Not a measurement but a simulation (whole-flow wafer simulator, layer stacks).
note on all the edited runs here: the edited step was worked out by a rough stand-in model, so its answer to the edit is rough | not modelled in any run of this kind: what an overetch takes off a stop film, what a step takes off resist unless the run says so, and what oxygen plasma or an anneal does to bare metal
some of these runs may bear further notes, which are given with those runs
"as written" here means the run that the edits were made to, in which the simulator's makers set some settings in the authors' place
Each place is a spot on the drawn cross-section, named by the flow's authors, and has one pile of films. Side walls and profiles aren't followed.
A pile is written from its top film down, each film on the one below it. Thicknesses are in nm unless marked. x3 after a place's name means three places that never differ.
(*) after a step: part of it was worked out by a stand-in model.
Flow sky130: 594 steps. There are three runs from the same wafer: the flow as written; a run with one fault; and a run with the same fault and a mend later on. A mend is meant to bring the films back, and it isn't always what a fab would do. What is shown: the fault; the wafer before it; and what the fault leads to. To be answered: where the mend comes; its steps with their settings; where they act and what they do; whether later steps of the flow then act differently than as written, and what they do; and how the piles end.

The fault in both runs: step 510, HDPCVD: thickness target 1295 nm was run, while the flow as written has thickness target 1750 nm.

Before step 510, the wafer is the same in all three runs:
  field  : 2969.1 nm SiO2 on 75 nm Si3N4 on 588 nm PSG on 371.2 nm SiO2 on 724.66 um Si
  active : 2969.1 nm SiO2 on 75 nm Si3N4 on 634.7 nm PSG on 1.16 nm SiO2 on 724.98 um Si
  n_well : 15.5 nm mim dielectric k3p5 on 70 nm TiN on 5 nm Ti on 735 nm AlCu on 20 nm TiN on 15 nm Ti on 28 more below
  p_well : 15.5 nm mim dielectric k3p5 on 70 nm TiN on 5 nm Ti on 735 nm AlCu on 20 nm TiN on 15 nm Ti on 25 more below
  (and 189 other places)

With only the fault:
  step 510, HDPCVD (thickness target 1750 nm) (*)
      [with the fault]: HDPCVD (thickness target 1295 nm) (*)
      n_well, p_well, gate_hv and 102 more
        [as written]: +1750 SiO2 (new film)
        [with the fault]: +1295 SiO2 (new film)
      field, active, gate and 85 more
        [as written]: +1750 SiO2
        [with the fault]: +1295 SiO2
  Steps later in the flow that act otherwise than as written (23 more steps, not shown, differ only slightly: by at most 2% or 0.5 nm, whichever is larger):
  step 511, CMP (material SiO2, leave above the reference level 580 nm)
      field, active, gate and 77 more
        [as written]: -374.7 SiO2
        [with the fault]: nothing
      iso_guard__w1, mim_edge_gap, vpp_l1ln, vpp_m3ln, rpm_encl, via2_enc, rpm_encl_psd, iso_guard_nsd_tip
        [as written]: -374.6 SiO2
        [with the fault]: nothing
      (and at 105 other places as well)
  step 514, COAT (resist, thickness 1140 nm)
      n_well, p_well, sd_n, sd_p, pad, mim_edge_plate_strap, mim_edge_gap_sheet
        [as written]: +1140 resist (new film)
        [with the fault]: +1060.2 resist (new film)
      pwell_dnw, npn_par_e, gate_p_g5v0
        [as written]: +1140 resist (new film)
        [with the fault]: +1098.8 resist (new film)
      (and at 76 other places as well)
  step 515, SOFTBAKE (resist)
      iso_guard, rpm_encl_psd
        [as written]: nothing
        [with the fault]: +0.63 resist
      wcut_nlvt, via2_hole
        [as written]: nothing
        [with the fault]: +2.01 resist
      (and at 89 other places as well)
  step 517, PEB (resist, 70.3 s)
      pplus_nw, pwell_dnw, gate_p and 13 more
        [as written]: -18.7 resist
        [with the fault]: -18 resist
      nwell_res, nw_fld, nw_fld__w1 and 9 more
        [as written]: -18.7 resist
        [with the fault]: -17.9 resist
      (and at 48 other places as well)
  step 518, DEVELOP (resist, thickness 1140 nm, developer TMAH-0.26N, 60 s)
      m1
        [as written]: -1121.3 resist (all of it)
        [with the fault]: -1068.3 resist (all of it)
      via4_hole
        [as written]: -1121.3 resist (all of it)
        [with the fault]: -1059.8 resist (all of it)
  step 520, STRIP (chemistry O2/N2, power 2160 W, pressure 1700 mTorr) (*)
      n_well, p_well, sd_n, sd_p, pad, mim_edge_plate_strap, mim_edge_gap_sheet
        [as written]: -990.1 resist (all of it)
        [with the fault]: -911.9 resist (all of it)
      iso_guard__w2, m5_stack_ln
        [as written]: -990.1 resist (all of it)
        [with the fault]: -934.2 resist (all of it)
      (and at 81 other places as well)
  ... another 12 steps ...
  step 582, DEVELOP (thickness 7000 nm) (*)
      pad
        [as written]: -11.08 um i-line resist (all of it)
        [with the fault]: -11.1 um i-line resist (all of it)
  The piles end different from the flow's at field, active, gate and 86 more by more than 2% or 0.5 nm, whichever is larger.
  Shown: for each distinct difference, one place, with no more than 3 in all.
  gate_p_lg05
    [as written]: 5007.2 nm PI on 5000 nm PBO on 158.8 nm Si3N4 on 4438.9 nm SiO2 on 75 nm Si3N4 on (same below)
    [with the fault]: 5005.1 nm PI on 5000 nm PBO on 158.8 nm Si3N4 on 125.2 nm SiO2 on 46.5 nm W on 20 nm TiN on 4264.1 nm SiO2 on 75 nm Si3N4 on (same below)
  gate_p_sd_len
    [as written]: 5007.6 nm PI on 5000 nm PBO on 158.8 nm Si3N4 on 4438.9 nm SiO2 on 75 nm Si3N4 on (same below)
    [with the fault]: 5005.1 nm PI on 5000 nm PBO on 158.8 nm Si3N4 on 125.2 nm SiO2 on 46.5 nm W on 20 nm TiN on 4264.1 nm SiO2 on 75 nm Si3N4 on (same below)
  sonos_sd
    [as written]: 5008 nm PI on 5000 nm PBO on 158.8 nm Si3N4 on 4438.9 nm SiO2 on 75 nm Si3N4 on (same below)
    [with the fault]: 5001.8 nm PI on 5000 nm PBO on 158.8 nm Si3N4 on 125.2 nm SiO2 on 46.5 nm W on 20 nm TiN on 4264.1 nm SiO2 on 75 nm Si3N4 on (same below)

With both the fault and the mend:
  The mend stands after step 510.
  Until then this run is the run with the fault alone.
  step 510a, HDPCVD (thickness target 455 nm) (*) (the flow's step 510, run once more with other settings)
      field, active, n_well and 190 more
        +455 SiO2
  Every later step of the flow that is run acts as written at every place that is followed.
  By the end, the piles equal the flow's at every place that both follow.
